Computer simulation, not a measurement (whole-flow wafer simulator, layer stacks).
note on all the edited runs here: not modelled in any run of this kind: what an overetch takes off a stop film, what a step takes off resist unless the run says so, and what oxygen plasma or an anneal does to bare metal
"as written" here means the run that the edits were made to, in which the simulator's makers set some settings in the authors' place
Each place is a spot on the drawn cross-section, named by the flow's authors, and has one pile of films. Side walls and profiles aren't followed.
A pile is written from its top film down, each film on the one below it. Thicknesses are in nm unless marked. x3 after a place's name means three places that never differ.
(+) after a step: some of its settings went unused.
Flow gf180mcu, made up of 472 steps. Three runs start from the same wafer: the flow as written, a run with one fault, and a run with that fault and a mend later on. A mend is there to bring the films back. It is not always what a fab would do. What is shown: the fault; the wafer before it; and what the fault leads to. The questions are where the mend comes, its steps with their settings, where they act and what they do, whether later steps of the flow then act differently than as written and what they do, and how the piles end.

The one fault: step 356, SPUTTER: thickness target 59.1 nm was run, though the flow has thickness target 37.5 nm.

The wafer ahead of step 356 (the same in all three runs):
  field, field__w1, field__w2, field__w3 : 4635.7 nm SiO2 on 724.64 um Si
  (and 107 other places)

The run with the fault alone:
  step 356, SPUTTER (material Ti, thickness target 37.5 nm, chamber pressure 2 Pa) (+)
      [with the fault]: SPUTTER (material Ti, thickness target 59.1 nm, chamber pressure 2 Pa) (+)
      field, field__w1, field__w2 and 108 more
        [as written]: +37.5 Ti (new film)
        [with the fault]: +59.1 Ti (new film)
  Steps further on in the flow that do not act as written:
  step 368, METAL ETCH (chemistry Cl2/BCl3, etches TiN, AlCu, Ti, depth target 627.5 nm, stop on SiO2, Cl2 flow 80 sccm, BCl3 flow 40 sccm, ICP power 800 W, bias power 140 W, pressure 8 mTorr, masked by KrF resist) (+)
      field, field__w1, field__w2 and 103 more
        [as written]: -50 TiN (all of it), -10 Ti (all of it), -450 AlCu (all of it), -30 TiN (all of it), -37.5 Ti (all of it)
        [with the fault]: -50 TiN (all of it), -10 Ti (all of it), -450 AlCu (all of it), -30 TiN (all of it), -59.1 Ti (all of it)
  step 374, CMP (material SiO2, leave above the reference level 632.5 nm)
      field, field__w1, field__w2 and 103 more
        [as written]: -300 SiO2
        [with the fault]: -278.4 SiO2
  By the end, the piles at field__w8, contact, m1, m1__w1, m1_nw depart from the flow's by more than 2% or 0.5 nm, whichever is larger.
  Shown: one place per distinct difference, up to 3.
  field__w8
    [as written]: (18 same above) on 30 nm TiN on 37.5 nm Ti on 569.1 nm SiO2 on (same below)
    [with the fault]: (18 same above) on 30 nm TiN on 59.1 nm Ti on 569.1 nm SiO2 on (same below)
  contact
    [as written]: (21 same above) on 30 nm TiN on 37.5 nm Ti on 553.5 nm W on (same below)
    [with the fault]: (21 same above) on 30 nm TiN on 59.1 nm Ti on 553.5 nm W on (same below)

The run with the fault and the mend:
  The mend stands after step 356.
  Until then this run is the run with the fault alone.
  step 356a, METAL ETCH (chemistry Cl2/BCl3, etches TiN, AlCu, Ti, depth target 21.6 nm, Cl2 flow 80 sccm, BCl3 flow 40 sccm, ICP power 800 W, bias power 140 W, pressure 8 mTorr) (a further turn of the flow's step 260, with different settings)
      field, field__w1, field__w2 and 108 more
        -21.6 Ti
  Every later step of the flow that is run acts as written at every place that is followed.
  The piles end the same as the flow's at every place that both follow.
